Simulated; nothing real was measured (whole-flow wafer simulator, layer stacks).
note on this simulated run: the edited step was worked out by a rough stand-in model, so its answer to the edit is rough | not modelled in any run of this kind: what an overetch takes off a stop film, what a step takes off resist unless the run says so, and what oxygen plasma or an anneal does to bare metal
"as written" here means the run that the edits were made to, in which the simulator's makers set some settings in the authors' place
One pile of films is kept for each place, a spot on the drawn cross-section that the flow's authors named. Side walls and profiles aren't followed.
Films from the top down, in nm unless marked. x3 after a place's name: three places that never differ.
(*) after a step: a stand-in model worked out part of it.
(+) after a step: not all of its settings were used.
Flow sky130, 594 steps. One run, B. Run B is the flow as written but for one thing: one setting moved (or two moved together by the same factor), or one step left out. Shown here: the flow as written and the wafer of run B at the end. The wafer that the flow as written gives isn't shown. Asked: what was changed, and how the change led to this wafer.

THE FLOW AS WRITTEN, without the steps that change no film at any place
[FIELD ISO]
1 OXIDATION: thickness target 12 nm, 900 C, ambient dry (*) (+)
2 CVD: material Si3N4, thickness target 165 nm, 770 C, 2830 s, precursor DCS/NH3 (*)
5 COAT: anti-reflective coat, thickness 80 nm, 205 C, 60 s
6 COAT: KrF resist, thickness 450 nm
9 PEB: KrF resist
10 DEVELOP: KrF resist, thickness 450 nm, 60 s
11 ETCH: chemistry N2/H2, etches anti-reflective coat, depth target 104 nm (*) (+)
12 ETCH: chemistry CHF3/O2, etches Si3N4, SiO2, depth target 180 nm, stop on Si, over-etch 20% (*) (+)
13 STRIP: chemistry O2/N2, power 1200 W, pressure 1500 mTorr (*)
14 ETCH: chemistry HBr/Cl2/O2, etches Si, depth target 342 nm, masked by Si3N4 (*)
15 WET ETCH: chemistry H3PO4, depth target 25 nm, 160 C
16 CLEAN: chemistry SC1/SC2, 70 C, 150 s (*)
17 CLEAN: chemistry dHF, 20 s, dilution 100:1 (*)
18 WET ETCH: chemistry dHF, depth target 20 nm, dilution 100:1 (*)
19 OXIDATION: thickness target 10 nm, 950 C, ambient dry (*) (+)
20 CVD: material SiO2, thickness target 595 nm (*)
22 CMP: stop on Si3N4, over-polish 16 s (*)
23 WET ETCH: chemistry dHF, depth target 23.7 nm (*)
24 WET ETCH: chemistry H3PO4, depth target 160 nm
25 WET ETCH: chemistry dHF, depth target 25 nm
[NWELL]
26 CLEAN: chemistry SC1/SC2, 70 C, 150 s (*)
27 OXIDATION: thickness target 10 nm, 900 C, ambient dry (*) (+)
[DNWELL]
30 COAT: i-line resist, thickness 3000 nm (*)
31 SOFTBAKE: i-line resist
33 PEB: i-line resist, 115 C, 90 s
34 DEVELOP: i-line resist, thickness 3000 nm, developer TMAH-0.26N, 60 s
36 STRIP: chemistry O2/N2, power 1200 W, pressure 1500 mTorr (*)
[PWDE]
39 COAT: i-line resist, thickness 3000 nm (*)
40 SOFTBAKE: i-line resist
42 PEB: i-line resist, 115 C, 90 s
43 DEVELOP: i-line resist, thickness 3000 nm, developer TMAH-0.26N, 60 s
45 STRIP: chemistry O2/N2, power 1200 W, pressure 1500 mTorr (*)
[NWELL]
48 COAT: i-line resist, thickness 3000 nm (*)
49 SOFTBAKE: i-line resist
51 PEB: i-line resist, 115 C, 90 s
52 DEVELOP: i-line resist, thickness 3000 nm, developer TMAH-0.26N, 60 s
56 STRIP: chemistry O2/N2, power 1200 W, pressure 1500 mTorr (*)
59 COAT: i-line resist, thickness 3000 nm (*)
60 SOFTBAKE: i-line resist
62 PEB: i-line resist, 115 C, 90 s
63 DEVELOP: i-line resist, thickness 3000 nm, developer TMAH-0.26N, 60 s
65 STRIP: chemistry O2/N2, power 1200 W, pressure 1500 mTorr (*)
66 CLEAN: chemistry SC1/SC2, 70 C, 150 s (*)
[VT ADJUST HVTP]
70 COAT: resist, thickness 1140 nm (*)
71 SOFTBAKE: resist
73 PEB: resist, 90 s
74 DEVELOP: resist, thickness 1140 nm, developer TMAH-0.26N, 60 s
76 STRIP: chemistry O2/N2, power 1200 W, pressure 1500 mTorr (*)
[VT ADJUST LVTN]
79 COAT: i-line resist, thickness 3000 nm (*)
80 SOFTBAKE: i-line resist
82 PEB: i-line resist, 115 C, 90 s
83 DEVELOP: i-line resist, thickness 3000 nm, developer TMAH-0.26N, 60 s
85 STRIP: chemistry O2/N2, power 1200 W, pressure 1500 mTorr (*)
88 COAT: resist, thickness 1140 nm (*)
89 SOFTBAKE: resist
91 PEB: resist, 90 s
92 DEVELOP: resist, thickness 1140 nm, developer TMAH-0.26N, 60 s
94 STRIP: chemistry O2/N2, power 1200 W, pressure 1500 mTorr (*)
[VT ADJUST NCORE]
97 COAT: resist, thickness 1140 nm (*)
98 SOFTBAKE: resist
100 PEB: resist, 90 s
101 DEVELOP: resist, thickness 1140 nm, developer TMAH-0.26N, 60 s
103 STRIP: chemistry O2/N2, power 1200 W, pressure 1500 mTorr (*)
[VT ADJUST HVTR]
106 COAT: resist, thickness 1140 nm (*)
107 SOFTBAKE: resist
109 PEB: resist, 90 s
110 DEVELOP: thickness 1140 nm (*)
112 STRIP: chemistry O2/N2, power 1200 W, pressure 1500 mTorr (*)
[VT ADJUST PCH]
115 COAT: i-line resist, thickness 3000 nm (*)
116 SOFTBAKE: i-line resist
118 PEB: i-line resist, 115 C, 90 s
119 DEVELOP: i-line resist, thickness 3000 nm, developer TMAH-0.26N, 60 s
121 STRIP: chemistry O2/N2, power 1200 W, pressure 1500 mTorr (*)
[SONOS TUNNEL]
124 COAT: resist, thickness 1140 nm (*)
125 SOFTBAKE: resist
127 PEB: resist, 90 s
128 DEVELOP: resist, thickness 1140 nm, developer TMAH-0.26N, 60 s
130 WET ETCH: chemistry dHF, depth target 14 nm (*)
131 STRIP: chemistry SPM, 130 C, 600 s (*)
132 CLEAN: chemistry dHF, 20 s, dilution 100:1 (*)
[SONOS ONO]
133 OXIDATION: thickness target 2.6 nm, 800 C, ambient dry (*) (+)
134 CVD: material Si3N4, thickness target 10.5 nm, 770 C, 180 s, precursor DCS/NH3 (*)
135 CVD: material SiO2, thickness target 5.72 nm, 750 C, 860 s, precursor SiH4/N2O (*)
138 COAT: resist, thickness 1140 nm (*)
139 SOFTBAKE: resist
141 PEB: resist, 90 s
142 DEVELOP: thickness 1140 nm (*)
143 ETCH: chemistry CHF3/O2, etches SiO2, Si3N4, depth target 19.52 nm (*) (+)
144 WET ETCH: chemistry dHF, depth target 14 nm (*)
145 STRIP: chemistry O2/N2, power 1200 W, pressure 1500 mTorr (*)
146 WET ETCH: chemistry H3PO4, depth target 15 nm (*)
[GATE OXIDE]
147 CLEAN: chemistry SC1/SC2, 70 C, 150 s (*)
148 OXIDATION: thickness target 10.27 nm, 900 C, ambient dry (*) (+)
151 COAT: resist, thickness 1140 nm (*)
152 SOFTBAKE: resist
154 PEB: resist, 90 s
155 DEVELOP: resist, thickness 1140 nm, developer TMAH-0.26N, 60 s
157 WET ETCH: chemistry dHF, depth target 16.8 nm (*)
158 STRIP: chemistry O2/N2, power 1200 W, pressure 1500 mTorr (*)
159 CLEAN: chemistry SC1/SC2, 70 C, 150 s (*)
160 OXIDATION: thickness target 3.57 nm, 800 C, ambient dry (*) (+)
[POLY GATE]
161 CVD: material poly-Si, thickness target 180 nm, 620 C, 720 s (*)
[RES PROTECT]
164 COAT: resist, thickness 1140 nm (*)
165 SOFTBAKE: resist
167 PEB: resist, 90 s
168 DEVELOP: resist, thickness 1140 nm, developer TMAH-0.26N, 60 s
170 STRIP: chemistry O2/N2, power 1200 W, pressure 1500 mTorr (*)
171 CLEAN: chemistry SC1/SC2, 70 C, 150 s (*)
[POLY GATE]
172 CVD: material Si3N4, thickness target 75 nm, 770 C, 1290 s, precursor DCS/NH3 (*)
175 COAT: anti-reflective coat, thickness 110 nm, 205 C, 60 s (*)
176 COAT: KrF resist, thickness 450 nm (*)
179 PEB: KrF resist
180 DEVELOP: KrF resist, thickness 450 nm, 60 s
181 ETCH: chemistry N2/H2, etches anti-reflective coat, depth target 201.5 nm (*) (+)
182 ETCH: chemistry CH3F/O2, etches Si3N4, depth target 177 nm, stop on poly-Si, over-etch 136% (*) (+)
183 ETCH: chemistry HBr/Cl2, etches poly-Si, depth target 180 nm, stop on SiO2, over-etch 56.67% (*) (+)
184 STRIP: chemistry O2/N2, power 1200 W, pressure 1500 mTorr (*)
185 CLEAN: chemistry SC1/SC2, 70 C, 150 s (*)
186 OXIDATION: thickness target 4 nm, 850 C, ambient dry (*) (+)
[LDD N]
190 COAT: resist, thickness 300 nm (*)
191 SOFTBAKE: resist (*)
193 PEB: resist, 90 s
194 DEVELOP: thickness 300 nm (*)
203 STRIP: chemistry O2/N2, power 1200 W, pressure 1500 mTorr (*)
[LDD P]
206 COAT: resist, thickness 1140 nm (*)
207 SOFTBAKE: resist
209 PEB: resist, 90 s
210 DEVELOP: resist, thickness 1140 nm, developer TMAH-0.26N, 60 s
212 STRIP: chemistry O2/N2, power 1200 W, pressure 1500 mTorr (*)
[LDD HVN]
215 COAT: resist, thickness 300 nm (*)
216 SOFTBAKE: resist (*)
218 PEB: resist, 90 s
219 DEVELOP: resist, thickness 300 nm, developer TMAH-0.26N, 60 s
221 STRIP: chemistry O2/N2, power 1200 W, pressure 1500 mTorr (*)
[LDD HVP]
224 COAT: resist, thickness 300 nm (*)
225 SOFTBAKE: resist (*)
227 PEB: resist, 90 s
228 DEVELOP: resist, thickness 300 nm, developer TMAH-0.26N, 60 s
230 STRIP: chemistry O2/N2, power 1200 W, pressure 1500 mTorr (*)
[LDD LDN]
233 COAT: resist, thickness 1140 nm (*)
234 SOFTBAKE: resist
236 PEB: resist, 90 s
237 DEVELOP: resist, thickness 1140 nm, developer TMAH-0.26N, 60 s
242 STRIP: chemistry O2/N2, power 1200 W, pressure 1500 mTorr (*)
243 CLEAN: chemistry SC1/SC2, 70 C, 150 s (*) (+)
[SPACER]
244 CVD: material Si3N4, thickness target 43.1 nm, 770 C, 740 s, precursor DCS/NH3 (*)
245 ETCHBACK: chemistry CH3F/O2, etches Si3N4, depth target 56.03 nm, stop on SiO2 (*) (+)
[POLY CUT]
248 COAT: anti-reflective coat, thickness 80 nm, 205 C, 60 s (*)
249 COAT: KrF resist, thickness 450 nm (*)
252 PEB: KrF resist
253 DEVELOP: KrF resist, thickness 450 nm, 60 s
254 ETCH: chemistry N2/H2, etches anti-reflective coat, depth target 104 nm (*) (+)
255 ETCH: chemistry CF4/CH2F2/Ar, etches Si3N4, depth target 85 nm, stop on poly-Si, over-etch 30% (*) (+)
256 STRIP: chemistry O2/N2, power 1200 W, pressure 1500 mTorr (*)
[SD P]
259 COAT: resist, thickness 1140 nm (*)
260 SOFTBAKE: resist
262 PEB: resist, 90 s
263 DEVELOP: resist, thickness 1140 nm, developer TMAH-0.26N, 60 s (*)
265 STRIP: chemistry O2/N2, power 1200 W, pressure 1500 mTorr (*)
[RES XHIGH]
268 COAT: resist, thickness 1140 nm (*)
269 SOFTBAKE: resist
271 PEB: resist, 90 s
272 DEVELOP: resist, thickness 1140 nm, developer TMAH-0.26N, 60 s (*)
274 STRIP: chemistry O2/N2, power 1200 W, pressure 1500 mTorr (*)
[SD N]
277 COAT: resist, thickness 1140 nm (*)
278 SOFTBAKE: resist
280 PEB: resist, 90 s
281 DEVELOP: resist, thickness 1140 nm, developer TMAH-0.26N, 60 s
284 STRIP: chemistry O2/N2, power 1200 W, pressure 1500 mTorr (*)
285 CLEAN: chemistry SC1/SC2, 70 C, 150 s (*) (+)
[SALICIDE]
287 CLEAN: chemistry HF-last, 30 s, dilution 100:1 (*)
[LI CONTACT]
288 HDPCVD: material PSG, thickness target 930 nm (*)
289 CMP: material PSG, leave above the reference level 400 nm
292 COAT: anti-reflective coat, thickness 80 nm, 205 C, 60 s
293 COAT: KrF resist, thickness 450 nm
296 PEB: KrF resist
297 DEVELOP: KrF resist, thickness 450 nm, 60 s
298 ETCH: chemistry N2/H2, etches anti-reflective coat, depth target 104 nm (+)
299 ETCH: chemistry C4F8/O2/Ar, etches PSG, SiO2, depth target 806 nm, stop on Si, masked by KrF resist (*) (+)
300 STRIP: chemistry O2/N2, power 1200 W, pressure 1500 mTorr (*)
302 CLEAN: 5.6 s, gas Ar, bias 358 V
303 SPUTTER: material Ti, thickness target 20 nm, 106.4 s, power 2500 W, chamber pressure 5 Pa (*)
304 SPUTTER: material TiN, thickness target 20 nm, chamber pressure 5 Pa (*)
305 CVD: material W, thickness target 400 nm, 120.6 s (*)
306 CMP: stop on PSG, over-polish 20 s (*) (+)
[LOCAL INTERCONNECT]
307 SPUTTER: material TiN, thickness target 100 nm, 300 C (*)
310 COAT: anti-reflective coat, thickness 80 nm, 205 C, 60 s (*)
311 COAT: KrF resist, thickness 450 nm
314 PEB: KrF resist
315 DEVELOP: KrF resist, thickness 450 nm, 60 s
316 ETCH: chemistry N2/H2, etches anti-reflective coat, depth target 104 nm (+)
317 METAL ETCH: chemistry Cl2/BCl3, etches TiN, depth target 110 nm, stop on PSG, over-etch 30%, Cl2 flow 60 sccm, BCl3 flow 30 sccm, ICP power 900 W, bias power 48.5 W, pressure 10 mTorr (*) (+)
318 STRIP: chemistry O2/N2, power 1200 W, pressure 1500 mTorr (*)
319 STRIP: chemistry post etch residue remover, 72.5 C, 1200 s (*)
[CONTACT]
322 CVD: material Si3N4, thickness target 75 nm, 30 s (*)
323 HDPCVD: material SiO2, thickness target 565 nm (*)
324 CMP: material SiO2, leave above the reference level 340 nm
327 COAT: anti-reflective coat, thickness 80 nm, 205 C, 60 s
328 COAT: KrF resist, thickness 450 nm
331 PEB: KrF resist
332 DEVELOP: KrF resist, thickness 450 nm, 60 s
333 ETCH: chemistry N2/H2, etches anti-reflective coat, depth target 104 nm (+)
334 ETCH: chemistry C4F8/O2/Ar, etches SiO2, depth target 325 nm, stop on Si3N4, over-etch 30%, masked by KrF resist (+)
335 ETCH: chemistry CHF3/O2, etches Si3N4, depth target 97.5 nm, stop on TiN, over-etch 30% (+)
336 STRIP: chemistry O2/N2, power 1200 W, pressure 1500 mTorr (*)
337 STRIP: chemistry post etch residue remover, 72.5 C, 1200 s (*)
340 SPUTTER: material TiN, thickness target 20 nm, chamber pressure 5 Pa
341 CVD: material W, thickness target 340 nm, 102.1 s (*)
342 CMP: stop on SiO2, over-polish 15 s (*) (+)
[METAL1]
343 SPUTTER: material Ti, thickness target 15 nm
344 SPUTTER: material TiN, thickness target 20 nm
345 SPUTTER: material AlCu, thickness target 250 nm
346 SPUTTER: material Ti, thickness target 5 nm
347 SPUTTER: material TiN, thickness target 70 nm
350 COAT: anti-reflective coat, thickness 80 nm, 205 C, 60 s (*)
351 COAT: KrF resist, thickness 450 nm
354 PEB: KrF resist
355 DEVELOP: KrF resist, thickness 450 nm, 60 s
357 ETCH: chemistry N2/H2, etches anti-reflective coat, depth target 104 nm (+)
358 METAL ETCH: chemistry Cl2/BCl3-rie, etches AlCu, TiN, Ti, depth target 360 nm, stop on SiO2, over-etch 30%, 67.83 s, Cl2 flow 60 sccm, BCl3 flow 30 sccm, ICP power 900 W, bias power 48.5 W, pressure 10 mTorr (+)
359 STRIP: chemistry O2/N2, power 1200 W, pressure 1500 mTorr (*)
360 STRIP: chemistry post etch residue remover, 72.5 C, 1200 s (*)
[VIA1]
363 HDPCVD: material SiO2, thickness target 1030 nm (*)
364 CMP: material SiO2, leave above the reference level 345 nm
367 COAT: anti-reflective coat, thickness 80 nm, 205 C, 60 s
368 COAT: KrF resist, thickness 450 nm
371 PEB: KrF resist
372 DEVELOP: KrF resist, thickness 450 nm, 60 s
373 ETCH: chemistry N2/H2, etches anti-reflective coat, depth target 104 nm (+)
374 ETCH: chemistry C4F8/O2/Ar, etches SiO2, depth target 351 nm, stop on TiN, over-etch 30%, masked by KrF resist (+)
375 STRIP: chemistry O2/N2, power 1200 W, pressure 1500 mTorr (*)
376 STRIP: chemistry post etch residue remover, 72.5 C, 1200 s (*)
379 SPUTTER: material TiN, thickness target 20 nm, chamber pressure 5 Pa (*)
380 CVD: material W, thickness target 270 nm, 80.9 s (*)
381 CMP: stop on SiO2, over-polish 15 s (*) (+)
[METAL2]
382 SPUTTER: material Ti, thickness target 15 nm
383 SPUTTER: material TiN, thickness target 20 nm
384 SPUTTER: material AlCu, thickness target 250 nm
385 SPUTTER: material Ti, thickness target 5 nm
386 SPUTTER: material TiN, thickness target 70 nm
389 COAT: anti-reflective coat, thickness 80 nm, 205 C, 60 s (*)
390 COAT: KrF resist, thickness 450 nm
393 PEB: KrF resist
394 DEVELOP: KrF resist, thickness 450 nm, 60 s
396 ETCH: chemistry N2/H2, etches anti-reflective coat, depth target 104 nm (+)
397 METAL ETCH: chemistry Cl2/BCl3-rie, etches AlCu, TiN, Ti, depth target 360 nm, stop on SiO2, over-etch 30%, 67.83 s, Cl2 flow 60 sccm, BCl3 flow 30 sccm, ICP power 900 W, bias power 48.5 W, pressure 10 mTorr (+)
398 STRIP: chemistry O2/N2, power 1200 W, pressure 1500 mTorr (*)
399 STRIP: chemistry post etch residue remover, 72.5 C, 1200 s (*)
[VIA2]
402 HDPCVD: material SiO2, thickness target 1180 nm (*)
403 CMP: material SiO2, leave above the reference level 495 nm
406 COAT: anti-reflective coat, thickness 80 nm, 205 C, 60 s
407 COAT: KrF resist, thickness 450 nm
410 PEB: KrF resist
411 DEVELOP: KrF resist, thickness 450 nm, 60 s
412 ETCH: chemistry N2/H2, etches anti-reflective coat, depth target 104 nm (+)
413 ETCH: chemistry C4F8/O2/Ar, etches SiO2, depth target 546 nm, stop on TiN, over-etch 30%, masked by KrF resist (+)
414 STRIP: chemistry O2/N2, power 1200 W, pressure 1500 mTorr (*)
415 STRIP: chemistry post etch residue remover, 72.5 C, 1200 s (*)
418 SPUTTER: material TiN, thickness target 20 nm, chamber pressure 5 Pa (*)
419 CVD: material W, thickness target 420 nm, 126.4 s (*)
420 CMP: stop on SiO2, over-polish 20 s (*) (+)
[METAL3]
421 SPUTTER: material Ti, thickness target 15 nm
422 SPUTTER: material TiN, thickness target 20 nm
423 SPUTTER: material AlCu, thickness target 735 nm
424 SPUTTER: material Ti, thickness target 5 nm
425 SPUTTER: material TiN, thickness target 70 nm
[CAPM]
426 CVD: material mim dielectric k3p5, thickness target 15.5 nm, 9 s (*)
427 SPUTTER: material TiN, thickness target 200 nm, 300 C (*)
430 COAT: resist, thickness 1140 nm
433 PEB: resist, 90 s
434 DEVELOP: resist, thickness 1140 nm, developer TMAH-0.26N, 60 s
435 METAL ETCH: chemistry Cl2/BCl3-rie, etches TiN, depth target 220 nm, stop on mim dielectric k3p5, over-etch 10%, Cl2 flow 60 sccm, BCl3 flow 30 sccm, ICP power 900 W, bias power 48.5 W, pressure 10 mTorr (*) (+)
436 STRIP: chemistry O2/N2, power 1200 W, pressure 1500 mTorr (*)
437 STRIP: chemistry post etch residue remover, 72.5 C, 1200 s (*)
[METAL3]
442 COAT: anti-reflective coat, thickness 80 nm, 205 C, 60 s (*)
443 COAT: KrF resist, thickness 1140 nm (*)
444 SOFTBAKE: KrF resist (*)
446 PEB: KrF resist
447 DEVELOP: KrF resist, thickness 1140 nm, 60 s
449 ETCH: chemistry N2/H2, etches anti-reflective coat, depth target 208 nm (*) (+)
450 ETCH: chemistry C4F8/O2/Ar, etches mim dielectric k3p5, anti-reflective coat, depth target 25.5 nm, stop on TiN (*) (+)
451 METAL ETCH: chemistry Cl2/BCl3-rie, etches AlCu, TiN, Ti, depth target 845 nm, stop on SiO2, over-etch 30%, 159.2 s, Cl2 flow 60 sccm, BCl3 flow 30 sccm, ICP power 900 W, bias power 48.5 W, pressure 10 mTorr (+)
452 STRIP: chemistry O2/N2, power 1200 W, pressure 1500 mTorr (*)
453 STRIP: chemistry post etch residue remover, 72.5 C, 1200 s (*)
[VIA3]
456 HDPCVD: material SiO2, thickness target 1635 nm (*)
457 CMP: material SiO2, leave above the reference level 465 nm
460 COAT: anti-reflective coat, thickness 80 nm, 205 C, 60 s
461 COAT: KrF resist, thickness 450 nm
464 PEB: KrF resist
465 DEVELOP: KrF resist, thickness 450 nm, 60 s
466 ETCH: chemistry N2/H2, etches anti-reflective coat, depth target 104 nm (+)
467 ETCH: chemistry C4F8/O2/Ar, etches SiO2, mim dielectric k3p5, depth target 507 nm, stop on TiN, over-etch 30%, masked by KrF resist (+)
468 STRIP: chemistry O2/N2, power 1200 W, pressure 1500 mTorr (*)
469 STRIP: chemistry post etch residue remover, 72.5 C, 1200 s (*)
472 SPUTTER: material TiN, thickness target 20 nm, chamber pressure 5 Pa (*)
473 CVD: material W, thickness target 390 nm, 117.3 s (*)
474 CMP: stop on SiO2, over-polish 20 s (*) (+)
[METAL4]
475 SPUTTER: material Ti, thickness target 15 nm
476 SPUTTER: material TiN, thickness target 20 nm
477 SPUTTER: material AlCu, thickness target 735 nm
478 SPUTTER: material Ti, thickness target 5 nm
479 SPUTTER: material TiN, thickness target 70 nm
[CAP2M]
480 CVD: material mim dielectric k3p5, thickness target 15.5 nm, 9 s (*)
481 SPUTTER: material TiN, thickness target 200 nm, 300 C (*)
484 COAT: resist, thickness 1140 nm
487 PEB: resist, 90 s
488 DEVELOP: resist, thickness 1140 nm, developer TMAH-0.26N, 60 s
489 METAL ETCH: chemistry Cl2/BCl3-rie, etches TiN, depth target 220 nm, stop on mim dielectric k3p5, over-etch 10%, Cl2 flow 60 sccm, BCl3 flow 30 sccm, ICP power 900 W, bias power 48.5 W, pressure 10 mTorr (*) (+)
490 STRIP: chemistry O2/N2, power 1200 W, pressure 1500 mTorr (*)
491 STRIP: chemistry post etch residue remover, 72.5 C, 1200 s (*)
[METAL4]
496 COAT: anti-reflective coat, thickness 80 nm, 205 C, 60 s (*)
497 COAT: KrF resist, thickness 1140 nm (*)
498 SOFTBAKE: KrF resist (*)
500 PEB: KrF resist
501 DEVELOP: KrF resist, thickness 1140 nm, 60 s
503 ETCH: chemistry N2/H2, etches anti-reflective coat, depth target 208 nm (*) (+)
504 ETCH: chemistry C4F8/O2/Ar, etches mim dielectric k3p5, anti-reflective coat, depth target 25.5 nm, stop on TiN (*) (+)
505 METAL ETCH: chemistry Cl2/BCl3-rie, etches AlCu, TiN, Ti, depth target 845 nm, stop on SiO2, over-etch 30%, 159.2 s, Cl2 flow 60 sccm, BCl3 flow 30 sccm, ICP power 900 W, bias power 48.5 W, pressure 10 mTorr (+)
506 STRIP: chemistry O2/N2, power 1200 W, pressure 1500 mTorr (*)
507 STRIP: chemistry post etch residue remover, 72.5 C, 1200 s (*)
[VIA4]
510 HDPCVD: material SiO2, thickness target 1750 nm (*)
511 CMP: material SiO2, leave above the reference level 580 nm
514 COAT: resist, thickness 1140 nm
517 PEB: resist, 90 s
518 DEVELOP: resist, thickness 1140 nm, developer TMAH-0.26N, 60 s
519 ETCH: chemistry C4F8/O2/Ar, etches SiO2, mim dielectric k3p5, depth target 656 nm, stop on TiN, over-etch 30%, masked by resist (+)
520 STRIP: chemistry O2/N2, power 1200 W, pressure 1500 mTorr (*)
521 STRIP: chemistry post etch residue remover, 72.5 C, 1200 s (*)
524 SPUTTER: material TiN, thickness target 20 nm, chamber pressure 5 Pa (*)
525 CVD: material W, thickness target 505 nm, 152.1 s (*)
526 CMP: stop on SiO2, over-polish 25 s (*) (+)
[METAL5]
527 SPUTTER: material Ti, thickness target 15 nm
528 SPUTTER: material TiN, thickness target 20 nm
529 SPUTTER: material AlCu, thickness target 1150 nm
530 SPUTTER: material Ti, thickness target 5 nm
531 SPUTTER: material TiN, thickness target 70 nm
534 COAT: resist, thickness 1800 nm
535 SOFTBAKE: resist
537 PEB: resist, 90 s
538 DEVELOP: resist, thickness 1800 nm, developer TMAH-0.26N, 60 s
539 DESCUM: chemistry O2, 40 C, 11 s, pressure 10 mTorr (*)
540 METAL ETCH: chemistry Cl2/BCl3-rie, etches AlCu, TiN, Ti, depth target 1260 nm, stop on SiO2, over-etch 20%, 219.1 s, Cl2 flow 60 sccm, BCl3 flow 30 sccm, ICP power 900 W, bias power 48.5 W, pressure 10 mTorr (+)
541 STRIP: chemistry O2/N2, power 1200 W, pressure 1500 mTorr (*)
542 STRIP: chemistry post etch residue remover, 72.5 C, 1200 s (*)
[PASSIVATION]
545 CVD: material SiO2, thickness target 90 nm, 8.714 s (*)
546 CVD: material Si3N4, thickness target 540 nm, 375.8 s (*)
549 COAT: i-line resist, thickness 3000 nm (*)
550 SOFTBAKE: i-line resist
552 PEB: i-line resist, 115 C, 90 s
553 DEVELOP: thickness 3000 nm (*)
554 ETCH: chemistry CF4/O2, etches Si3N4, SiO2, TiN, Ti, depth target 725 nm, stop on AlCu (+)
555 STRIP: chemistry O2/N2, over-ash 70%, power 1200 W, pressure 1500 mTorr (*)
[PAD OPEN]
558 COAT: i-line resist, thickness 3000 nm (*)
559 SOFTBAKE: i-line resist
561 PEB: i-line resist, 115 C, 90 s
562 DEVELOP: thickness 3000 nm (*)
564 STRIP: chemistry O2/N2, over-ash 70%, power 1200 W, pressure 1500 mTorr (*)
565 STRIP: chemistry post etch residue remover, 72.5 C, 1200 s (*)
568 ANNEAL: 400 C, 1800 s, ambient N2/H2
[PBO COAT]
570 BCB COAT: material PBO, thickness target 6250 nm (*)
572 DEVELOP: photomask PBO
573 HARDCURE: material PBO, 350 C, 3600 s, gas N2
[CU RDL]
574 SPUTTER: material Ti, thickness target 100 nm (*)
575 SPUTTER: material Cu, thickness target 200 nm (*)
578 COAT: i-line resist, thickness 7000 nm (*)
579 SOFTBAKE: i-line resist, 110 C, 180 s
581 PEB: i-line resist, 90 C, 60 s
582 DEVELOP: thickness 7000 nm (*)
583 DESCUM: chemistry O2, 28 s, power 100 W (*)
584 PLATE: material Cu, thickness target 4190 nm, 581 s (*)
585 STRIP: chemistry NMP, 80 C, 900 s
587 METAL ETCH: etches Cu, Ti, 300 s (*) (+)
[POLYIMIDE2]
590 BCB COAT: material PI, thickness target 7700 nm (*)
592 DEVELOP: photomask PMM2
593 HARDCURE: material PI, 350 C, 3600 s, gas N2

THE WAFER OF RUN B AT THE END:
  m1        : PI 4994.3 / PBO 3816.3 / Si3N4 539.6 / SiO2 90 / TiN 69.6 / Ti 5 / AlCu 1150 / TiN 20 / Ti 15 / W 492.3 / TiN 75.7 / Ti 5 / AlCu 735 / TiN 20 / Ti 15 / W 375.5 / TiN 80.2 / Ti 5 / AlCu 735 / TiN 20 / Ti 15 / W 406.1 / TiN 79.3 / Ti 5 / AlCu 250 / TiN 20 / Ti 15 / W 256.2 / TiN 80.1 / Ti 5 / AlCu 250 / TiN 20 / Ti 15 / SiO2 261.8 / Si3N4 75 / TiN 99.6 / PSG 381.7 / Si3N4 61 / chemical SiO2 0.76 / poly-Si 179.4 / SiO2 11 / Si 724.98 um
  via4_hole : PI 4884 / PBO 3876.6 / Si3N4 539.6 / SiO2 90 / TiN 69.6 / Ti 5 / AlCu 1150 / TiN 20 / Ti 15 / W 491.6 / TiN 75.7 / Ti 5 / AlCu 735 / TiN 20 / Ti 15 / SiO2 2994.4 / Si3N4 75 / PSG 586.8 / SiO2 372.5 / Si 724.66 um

The cause: step 524, SPUTTER: thickness target 8 nm was run, where the flow has thickness target 20 nm.

How the change led to this, step by step:
  524 SPUTTER: material TiN, thickness target 20 nm, chamber pressure 5 Pa (*)
      field, active, n_well and 188 more: TiN +8 (new film) (as written it would be: TiN +20 (new film))
      m1, via4_hole: TiN +6.11 (as written it would be: TiN +15.3)
  526 CMP: stop on SiO2, over-polish 25 s (*) (+)
      field, active, n_well and 188 more: W -505 (all of it), TiN -8 (all of it), SiO2 -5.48 (as written it would be: W -505 (all of it), TiN -20 (all of it), SiO2 -5.48)
      m1, via4_hole: W -520.7 (as written it would be: W -532.7)
